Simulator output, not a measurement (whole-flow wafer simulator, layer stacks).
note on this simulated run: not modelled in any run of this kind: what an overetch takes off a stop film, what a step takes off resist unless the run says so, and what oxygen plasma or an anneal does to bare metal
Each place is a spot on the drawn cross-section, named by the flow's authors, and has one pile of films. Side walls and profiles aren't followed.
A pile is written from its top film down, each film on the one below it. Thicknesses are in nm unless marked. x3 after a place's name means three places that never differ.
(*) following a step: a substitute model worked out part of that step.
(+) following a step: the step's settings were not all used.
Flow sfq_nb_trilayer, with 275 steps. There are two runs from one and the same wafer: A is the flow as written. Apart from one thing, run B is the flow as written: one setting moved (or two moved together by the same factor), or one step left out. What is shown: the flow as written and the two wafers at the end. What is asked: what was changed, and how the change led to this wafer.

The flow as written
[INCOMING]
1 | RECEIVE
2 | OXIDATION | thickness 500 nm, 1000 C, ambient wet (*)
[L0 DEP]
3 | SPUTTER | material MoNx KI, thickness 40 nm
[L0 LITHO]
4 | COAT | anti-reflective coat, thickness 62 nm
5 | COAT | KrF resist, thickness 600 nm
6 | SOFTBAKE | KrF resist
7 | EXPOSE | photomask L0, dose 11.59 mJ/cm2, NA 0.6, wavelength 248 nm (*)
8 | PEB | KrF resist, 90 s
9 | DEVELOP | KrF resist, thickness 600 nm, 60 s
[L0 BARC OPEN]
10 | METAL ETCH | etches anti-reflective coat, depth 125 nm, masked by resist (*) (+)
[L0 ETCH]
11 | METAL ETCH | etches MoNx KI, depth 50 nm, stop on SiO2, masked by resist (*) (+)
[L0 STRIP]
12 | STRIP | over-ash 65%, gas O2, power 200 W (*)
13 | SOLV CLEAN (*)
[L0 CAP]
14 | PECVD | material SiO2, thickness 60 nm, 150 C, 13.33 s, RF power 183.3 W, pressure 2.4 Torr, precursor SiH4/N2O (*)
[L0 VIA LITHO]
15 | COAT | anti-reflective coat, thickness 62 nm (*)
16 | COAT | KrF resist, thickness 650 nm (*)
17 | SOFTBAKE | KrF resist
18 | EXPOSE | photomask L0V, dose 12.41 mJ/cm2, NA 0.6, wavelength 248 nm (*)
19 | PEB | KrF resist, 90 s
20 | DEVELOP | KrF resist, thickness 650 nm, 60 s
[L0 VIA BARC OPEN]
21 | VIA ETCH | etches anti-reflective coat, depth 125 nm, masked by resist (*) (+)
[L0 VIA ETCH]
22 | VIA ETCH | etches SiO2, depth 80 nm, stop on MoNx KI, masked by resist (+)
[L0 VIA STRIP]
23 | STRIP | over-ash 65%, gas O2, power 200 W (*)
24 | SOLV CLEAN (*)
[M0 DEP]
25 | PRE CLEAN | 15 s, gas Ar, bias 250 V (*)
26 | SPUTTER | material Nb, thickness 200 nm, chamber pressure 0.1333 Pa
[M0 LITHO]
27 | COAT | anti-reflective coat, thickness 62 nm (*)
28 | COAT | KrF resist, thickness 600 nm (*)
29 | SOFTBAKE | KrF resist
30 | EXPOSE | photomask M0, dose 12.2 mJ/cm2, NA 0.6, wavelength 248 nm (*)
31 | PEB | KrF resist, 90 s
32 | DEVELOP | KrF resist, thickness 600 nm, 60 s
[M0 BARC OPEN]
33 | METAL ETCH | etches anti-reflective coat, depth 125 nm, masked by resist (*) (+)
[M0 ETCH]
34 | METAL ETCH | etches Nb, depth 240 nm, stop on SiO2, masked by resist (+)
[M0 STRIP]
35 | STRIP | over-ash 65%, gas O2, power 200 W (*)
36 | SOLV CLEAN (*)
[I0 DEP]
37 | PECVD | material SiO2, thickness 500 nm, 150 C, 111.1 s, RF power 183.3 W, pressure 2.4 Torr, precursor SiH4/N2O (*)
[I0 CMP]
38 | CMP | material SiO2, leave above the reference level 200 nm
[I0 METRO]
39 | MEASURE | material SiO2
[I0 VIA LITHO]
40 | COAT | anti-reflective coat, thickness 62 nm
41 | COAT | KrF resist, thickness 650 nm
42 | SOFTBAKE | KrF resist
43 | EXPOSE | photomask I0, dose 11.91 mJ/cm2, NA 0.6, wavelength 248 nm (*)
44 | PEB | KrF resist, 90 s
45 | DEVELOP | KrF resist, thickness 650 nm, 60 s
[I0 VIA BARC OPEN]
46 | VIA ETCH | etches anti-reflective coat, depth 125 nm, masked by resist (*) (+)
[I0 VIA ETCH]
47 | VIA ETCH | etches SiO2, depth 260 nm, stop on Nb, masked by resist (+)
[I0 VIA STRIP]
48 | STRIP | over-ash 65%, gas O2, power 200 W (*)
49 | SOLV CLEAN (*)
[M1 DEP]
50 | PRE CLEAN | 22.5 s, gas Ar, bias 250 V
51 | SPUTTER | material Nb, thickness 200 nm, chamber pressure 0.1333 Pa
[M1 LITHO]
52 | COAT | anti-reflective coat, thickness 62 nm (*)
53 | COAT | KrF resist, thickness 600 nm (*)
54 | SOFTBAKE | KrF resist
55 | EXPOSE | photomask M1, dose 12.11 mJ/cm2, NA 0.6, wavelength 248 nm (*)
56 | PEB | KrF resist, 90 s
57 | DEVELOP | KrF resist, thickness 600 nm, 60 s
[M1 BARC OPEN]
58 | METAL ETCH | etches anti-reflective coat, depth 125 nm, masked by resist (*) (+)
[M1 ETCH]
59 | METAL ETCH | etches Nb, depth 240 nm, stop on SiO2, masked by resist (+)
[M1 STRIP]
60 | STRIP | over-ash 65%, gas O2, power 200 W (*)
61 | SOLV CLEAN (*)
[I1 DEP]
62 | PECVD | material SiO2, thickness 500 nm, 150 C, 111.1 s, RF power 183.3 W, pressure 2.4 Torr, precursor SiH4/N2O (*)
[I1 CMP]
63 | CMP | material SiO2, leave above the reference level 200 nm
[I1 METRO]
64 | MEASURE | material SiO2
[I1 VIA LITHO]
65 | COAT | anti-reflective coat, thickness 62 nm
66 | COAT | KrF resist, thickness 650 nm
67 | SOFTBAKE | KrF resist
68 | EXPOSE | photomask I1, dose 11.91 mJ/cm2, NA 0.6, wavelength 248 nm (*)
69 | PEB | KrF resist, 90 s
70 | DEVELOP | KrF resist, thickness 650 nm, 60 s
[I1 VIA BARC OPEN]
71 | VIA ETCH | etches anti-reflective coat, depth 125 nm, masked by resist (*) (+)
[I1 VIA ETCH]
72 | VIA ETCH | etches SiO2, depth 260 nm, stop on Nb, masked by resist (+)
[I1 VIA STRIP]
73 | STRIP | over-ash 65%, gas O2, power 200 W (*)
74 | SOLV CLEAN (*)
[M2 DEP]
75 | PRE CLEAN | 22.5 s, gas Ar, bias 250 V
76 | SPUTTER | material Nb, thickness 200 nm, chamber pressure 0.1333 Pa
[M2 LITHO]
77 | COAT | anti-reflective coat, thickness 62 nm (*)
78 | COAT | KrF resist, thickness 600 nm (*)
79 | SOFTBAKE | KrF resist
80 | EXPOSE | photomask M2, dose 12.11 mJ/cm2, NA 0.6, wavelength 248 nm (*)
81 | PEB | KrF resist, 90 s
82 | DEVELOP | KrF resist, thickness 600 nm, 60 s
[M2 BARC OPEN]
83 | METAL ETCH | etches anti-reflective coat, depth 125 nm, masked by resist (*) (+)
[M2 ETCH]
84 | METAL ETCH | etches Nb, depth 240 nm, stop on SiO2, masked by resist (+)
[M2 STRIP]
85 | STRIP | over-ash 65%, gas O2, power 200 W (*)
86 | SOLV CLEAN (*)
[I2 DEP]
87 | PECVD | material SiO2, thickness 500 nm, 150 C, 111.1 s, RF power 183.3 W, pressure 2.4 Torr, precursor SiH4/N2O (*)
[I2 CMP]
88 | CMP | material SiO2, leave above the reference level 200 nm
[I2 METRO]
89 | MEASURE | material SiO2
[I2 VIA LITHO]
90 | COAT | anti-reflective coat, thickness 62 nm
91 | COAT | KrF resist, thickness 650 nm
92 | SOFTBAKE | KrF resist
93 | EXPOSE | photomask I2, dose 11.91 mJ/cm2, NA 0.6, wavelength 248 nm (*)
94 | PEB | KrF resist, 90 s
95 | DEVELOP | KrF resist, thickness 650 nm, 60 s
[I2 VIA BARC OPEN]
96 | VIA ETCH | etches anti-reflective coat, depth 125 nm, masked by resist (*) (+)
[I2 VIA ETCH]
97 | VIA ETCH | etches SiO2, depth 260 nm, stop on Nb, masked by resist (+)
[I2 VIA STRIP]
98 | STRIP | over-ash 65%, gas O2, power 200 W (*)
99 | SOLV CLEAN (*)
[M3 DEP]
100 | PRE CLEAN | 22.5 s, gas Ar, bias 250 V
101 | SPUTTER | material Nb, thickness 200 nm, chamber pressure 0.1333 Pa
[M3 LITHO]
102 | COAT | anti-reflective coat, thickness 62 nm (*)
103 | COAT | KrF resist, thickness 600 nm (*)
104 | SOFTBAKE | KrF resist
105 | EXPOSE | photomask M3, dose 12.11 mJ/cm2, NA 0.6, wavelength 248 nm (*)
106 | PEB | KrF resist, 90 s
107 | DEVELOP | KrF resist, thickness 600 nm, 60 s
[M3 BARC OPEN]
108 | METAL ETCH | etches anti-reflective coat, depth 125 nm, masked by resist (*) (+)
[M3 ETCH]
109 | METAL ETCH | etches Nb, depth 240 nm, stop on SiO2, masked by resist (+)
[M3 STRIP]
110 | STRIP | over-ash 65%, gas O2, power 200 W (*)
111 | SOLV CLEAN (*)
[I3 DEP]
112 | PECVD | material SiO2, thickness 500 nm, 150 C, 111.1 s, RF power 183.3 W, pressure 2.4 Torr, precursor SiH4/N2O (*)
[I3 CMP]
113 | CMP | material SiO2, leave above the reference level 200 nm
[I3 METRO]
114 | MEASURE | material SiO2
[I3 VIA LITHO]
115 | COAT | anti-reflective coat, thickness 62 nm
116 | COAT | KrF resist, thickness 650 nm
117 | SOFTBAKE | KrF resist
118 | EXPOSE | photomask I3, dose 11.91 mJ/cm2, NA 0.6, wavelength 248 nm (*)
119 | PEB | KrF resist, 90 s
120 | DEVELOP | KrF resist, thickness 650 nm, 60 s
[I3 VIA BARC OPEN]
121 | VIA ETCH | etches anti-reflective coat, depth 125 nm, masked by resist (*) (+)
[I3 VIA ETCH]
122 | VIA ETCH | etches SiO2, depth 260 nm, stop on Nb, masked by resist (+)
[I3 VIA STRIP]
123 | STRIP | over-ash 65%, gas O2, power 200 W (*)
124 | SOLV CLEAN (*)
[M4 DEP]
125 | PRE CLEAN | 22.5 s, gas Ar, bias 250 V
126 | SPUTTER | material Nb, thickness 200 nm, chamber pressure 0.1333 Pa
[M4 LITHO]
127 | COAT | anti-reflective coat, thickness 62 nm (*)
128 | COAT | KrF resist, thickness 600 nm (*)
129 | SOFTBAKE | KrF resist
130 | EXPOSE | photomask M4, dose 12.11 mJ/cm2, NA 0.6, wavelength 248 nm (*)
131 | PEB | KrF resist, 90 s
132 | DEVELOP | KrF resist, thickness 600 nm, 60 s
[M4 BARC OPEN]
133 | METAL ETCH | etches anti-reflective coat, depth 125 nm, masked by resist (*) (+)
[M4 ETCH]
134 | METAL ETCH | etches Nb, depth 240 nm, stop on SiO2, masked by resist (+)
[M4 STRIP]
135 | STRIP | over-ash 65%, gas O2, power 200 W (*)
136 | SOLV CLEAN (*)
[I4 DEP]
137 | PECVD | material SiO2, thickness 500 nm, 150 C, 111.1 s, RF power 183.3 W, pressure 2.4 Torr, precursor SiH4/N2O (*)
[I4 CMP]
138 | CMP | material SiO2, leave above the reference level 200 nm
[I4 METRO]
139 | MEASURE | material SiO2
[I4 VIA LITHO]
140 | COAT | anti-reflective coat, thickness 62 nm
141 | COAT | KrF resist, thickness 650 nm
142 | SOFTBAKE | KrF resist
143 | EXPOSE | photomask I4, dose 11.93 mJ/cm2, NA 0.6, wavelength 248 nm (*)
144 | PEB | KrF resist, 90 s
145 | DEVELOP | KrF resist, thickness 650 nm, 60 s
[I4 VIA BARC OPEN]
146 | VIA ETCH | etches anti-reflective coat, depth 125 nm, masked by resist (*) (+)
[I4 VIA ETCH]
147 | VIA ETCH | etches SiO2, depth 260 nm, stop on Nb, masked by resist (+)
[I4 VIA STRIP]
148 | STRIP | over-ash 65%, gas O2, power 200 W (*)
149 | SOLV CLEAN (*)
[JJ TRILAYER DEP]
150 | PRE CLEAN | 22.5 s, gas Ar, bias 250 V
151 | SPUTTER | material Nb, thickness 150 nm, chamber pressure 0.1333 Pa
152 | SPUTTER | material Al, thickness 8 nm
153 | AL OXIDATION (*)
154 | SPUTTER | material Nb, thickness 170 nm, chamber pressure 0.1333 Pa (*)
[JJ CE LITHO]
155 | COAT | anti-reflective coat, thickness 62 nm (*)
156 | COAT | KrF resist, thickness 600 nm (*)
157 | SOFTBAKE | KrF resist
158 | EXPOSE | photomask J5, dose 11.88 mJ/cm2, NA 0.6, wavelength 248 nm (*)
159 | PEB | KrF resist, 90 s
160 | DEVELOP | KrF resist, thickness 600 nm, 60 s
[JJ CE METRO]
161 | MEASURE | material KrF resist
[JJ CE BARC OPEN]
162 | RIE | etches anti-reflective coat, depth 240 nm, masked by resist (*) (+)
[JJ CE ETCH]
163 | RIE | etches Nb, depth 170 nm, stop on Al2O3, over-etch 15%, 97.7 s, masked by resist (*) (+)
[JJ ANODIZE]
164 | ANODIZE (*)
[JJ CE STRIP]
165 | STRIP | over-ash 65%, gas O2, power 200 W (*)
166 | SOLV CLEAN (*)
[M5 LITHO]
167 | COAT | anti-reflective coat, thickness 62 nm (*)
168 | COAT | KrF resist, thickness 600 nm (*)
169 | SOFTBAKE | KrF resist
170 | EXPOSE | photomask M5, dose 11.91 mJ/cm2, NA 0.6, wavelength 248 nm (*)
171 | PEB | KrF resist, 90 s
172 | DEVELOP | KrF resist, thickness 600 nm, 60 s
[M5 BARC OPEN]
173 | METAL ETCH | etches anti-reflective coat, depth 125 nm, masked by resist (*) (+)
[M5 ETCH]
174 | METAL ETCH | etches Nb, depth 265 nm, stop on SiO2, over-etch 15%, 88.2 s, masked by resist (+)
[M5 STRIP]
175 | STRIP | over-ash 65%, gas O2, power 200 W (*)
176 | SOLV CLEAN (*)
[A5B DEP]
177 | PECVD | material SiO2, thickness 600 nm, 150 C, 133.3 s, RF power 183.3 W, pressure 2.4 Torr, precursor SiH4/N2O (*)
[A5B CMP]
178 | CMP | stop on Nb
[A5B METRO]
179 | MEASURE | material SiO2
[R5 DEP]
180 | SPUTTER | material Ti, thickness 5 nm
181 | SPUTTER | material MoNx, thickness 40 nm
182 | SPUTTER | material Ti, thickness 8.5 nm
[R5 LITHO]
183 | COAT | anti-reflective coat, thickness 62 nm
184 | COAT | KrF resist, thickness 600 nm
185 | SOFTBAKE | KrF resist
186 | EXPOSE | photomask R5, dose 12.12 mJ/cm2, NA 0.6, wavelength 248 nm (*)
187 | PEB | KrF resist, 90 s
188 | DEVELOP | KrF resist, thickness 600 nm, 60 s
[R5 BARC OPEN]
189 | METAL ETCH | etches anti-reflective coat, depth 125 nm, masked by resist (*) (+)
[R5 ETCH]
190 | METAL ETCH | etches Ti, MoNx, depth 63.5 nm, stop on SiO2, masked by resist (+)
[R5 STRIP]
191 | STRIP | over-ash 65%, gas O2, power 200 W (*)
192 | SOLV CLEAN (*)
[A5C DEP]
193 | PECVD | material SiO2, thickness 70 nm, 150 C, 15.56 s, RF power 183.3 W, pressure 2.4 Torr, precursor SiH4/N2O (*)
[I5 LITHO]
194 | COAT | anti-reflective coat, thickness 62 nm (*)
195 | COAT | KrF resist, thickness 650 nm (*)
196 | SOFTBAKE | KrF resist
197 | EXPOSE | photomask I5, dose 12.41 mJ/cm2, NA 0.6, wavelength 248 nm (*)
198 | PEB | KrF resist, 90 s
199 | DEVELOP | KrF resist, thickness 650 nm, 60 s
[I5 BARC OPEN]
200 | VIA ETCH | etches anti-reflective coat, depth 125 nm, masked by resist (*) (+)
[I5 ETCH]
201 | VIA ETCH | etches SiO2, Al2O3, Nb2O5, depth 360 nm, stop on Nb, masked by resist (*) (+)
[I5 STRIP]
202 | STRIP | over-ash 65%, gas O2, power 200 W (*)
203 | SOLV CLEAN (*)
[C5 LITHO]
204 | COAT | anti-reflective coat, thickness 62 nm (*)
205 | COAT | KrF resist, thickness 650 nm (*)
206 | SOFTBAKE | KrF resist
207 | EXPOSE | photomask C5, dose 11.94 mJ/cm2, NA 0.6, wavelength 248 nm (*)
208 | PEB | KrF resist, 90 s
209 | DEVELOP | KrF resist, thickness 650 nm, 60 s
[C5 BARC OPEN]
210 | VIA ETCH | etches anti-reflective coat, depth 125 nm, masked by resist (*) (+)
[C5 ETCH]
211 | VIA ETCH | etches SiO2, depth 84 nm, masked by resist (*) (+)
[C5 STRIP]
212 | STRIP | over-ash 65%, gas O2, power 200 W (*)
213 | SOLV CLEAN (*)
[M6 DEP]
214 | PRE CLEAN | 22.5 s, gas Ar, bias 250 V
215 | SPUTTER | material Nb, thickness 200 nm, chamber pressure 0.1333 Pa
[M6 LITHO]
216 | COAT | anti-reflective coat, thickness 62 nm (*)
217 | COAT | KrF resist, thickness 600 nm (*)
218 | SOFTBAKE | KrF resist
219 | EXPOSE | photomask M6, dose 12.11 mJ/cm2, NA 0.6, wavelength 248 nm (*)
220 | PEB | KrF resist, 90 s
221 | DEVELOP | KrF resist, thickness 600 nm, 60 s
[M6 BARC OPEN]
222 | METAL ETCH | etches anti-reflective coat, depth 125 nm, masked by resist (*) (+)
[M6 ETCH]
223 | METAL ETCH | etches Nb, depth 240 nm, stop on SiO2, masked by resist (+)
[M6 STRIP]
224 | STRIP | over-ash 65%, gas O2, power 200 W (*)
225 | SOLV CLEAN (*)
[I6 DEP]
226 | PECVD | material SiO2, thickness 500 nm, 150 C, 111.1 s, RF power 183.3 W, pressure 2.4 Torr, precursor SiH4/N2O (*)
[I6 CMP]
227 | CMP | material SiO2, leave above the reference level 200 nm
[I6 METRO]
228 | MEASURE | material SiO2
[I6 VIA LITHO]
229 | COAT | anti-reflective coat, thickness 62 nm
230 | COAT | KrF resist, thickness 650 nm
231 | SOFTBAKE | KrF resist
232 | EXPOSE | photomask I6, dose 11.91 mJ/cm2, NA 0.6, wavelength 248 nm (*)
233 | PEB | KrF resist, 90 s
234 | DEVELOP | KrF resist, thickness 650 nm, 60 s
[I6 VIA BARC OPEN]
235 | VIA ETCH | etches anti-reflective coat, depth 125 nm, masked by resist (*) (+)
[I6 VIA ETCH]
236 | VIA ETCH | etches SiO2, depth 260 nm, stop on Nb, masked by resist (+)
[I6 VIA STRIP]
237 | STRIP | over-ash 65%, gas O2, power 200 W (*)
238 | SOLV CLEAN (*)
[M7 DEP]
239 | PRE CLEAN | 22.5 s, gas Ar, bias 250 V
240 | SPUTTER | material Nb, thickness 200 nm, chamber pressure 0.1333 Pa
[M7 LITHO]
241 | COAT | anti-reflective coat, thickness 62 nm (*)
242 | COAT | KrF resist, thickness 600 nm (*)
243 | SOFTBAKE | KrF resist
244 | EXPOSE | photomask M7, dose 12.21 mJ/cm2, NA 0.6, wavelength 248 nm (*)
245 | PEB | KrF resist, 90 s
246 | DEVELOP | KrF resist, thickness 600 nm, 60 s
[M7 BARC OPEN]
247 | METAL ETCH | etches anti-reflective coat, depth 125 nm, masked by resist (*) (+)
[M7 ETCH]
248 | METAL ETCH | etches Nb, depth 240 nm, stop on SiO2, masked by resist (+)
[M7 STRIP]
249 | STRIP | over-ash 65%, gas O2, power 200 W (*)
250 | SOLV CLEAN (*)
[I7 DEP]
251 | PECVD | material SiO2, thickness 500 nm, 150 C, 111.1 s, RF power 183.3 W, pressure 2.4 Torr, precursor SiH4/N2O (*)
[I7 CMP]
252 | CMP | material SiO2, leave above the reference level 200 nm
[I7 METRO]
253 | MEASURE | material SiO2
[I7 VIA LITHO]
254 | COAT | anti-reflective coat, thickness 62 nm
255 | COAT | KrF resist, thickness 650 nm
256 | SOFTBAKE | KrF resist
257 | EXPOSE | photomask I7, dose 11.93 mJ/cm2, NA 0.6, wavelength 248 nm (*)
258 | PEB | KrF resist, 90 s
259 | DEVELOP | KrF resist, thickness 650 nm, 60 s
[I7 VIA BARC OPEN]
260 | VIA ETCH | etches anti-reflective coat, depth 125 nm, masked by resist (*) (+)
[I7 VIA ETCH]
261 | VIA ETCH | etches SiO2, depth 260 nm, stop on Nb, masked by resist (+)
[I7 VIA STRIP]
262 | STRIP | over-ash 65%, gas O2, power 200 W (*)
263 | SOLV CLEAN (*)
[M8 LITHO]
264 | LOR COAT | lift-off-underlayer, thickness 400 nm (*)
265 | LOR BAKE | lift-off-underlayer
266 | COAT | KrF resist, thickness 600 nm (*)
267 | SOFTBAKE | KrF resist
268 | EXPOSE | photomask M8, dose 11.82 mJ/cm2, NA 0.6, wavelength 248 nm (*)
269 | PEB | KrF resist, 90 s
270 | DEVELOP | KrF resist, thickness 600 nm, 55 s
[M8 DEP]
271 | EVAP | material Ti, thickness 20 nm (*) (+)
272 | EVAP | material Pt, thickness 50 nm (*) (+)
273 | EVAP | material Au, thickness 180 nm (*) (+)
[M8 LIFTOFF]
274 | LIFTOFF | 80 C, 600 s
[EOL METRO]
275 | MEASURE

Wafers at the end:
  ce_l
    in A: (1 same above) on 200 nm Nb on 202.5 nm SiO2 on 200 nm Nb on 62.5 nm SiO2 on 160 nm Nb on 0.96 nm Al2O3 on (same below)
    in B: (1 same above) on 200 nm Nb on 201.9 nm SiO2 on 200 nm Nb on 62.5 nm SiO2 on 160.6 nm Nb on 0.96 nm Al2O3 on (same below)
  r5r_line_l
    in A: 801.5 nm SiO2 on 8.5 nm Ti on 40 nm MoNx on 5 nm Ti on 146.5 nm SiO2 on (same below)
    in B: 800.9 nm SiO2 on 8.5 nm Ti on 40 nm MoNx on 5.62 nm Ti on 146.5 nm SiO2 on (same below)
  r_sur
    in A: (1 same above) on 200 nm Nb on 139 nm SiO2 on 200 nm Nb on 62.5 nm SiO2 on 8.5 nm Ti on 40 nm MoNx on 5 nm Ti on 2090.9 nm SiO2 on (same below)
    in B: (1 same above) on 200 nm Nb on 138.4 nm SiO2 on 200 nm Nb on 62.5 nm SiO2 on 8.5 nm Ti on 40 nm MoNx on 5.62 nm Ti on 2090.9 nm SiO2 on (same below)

What caused this: step 180, SPUTTER: thickness 5.62 nm was run, whereas the flow has thickness 5 nm.
The wafer itself shows it: r5r_line_l has Ti 5.62, and step 180 as written asks for 5 nm.

The path from the change to this, step by step:
  180 | SPUTTER | material Ti, thickness 5 nm
      field_l, v_sur, via_wl and 103 more: A Ti gains 5 (new film) | B Ti gains 5.62 (new film)
  190 | METAL ETCH | etches Ti, MoNx, depth 63.5 nm, stop on SiO2, masked by resist (+)
      field_l, v_sur, via_wl and 92 more: A Ti loses 8.5 (all of it), MoNx loses 40 (all of it), Ti loses 5 (all of it) | B Ti loses 8.5 (all of it), MoNx loses 40 (all of it), Ti loses 5.62 (all of it)
      ce_l, c5j, ce_r, wl_jj: A Ti loses 8.5 (all of it), MoNx loses 40 (all of it), Ti loses 5 (all of it), Nb loses 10 | B Ti loses 8.5 (all of it), MoNx loses 40 (all of it), Ti loses 5.62 (all of it), Nb loses 9.38
